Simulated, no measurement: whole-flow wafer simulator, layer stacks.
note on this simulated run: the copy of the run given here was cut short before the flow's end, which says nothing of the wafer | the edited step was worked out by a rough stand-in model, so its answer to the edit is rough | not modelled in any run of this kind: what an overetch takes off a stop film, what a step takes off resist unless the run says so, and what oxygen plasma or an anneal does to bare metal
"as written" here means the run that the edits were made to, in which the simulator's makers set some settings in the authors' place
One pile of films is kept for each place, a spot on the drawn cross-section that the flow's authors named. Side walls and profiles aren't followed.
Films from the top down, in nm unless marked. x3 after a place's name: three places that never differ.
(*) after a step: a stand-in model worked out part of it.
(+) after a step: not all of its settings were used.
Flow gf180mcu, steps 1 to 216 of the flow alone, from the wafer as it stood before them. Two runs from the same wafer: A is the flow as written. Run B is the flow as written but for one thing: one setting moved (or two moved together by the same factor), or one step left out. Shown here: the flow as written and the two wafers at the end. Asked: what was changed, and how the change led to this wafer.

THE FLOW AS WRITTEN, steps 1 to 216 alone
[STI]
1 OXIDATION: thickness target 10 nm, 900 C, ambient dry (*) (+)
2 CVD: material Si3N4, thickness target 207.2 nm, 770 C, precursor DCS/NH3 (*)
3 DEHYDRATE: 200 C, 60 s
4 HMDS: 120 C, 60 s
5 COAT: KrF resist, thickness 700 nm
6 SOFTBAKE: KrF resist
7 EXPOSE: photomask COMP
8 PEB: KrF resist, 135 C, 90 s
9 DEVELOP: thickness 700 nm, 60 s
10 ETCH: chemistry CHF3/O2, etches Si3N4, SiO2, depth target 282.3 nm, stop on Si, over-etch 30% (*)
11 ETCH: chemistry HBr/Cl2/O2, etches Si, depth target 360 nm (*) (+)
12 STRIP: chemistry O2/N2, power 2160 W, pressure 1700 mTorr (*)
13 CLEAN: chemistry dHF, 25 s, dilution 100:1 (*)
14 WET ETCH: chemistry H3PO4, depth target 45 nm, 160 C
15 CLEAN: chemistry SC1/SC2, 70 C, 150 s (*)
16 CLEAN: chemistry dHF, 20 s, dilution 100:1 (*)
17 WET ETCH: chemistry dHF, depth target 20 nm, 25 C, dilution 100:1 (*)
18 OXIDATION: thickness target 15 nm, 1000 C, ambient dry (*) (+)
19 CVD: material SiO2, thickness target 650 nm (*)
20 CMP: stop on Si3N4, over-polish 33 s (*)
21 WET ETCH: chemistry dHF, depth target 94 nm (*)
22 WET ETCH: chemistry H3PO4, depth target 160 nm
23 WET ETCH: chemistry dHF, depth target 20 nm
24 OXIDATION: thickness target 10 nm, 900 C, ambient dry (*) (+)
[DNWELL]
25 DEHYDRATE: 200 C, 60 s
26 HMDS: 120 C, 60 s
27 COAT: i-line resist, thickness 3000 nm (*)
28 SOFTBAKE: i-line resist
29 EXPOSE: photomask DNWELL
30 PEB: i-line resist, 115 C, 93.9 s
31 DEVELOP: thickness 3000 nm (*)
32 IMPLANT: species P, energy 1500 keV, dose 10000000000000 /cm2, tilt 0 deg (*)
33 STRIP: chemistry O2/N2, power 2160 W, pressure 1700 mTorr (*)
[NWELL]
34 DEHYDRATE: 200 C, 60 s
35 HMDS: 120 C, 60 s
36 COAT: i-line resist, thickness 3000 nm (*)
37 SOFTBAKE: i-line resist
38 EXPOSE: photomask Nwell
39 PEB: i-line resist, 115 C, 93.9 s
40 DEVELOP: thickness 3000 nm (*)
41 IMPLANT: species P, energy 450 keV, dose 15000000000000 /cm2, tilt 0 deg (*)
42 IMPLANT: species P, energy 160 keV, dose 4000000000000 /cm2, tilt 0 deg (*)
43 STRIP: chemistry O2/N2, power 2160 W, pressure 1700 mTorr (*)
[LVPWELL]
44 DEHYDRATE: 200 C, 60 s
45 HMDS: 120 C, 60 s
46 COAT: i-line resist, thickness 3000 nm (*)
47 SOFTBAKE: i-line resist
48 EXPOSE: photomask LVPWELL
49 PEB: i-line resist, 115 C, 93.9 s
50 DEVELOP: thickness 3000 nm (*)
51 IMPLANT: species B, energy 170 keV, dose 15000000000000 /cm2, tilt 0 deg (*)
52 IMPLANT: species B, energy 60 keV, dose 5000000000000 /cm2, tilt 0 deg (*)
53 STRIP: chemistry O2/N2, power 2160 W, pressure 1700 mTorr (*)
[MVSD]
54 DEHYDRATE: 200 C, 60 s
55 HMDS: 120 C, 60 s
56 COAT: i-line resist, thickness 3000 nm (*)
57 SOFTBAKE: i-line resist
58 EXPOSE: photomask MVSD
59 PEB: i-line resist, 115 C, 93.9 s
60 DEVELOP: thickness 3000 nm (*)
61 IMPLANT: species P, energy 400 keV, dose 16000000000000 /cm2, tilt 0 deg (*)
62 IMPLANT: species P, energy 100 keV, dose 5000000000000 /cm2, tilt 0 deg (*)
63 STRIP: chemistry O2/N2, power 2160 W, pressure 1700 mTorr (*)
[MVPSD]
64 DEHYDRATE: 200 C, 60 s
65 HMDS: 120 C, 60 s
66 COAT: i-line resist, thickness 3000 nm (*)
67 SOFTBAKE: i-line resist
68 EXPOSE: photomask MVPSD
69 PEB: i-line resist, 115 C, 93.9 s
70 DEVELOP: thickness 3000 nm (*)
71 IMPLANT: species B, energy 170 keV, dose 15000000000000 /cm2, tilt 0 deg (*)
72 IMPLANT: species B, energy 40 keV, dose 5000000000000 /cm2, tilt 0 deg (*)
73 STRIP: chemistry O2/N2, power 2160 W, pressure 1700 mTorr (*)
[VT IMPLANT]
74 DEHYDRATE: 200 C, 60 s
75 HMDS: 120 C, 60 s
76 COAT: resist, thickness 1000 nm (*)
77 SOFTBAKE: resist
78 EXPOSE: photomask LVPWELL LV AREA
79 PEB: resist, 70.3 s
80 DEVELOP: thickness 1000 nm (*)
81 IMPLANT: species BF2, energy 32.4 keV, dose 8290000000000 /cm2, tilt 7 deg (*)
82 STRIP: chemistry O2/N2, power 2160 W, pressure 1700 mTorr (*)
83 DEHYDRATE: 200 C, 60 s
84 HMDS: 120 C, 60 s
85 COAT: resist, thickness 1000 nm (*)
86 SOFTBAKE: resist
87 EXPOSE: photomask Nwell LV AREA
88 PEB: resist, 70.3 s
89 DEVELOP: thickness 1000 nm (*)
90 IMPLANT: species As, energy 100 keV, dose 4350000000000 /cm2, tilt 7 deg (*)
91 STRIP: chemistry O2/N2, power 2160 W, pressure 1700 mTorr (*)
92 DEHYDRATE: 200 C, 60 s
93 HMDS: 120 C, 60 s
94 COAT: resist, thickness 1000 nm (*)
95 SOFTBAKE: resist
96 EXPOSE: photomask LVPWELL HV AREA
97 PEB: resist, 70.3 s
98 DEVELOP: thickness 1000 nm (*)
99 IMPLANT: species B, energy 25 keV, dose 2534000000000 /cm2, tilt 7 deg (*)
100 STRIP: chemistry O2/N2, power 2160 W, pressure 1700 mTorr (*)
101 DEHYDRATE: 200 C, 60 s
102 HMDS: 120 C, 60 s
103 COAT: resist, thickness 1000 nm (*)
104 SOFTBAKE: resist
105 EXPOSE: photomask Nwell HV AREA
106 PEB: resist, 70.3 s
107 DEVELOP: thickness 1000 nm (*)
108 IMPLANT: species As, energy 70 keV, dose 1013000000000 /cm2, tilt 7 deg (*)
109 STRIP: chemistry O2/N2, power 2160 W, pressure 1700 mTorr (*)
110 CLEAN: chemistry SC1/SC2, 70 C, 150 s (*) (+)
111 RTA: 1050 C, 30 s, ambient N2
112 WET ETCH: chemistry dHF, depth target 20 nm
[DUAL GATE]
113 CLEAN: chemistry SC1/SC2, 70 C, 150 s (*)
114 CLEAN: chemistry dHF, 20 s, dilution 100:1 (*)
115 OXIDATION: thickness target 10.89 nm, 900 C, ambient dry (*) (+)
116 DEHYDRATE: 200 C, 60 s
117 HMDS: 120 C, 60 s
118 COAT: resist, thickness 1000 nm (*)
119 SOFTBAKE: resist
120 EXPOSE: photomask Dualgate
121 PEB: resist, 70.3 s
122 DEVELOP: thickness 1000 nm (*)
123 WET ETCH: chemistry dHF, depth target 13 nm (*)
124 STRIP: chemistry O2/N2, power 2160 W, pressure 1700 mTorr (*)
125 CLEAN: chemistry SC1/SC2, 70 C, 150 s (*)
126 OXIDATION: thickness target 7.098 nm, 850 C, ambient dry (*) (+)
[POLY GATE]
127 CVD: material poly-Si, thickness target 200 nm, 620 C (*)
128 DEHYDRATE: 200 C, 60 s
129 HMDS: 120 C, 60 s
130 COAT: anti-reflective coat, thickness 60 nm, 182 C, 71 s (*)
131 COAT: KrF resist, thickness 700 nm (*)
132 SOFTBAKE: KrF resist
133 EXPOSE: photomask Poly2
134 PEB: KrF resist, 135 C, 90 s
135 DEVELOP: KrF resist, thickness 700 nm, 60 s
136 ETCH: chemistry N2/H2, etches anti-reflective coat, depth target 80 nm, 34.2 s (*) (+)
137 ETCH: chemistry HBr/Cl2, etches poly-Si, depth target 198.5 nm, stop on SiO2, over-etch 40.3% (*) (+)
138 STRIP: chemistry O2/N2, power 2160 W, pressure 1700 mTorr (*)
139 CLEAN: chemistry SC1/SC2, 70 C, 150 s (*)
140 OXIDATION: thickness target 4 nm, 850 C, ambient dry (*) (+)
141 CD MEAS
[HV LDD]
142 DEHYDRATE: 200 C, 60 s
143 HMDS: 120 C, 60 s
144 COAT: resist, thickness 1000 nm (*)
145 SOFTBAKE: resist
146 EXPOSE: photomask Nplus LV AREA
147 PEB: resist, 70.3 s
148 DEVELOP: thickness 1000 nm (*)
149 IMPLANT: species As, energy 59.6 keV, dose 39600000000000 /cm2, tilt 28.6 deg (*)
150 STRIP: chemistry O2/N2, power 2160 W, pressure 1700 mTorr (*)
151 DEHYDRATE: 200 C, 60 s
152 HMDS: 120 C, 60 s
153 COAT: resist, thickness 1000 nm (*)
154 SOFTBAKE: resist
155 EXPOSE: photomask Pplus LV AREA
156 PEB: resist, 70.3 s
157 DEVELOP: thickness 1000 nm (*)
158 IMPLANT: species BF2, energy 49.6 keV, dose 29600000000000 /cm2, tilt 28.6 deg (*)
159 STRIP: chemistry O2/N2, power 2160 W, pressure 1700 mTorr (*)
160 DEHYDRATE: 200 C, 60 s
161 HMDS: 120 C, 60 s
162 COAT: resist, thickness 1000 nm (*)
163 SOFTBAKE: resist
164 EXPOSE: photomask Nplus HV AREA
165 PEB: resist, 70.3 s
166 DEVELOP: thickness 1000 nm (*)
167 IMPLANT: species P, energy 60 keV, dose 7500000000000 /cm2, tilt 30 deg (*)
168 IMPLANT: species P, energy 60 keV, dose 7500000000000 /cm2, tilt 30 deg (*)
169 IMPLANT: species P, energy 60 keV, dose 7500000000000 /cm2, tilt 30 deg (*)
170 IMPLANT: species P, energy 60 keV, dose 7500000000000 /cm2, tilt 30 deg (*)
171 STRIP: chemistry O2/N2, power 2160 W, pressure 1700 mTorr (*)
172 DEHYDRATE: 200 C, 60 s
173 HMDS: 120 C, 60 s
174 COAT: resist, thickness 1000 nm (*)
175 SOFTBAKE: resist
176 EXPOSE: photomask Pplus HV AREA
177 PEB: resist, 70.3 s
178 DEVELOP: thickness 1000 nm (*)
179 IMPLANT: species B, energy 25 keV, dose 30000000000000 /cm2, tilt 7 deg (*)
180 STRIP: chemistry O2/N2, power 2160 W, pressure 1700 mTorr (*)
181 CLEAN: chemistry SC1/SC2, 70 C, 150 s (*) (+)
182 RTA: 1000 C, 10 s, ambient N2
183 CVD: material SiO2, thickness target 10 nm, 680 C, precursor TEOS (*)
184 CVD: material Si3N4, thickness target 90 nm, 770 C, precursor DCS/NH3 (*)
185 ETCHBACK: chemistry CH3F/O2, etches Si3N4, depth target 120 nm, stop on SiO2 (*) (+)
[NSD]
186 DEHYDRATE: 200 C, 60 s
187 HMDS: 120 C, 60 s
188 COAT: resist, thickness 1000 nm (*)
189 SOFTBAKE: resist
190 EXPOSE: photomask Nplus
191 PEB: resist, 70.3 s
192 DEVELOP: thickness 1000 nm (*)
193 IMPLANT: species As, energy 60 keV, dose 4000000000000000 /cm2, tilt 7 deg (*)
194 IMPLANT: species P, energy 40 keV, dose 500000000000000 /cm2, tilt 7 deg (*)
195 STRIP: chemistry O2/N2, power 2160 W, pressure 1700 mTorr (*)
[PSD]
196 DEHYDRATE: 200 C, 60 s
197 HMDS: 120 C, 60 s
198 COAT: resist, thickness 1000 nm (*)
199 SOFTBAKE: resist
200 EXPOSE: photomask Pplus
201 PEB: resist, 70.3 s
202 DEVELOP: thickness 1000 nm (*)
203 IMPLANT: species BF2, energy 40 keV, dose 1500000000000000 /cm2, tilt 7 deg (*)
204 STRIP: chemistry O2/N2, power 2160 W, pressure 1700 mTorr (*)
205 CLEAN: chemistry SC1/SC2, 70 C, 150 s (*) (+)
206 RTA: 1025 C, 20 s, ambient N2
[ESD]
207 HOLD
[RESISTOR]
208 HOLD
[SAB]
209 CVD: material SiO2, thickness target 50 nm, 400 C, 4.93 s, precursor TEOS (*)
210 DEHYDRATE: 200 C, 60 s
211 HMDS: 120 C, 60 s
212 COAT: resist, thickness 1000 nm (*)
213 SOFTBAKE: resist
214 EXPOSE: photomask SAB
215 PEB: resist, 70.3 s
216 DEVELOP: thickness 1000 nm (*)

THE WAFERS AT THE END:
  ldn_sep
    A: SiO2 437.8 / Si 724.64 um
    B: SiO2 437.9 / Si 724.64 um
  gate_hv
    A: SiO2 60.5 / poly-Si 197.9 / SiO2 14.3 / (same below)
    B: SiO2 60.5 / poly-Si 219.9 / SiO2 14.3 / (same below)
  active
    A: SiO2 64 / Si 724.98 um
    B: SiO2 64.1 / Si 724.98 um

The cause: step 127, CVD: thickness target 222 nm was run, where the flow has thickness target 200 nm.

How the change led to this, step by step:
  127 CVD: material poly-Si, thickness target 200 nm, 620 C (*)
      field, field__w1, field__w2 and 89 more: A poly-Si +200 (new film) | B poly-Si +222 (new film)
  137 ETCH: chemistry HBr/Cl2, etches poly-Si, depth target 198.5 nm, stop on SiO2, over-etch 40.3% (*) (+)
      field__w3, field__w12, field_sub and 14 more: A poly-Si -199 (all of it), SiO2 -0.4 | B poly-Si -221 (all of it), SiO2 -0.29
      field__w6, sti, m1 and 11 more: A poly-Si -198.8 (all of it), SiO2 -0.4 | B poly-Si -220.8 (all of it), SiO2 -0.29
      (and at 33 more places)
  144 COAT: resist, thickness 1000 nm (*)
      polyc_n, polyc_p: A resist +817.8 (new film) | B resist +799.4 (new film)
      gate: A resist +837.3 (new film) | B resist +819.1 (new film)
      (and at 6 more places)
  145 SOFTBAKE: resist
      ldn_dft, ldp_dft: A resist -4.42 | B resist -5.03
      field__w1: A resist +4.19 | B resist +4.77
      (and at 41 more places)
  148 DEVELOP: thickness 1000 nm (*)
      gate: A resist -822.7 (all of it) | B resist -804.4 (all of it)
      npoly_u: A resist -821.5 (all of it) | B resist -803.8 (all of it)
      (and at 2 more places)
  150 STRIP: chemistry O2/N2, power 2160 W, pressure 1700 mTorr (*)
      gate_hv: A resist -824.2 (all of it) | B resist -806.9 (all of it)
      gate_p: A resist -828.7 (all of it) | B resist -810.8 (all of it)
      (and at 9 more places)
  153 COAT: resist, thickness 1000 nm (*)
      polyc_n, polyc_p: A resist +817.8 (new film) | B resist +799.4 (new film)
      gate: A resist +837.3 (new film) | B resist +819.1 (new film)
      (and at 6 more places)
  154 SOFTBAKE: resist
      ldn_dft, ldp_dft: A resist -4.42 | B resist -5.03
      field__w1: A resist +4.19 | B resist +4.77
      (and at 41 more places)
  157 DEVELOP: thickness 1000 nm (*)
      gate_p: A resist -828.7 (all of it) | B resist -810.9 (all of it)
      ppoly_u: A resist -827 (all of it) | B resist -809.9 (all of it)
      (and at 2 more places)
  159 STRIP: chemistry O2/N2, power 2160 W, pressure 1700 mTorr (*)
      gate: A resist -822.7 (all of it) | B resist -804.4 (all of it)
      gate_hv: A resist -824.2 (all of it) | B resist -806.9 (all of it)
      (and at 9 more places)
  162 COAT: resist, thickness 1000 nm (*)
      polyc_n, polyc_p: A resist +817.8 (new film) | B resist +799.4 (new film)
      gate: A resist +837.3 (new film) | B resist +819.1 (new film)
      (and at 6 more places)
  163 SOFTBAKE: resist
      ldn_dft, ldp_dft: A resist -4.42 | B resist -5.03
      field__w1: A resist +4.19 | B resist +4.77
      (and at 41 more places)
  166 DEVELOP: thickness 1000 nm (*)
      gate_hv: A resist -824.2 (all of it) | B resist -806.9 (all of it)
      gate_hv5: A resist -828.2 (all of it) | B resist -811.2 (all of it)
      (and at 1 more place)
  171 STRIP: chemistry O2/N2, power 2160 W, pressure 1700 mTorr (*)
      gate: A resist -822.7 (all of it) | B resist -804.4 (all of it)
      gate_p: A resist -828.7 (all of it) | B resist -810.8 (all of it)
      (and at 10 more places)
  174 COAT: resist, thickness 1000 nm (*)
      polyc_n, polyc_p: A resist +817.8 (new film) | B resist +799.4 (new film)
      gate: A resist +837.3 (new film) | B resist +819.1 (new film)
      (and at 6 more places)
  175 SOFTBAKE: resist
      ldn_dft, ldp_dft: A resist -4.42 | B resist -5.03
      field__w1: A resist +4.19 | B resist +4.77
      (and at 41 more places)
  ... 12 more steps ...
  216 DEVELOP: thickness 1000 nm (*)
      gate: A resist -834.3 (all of it) | B resist -817.5 (all of it)
      polyc_n: A resist -799.2 (all of it) | B resist -780.4 (all of it)
      (and at 3 more places)
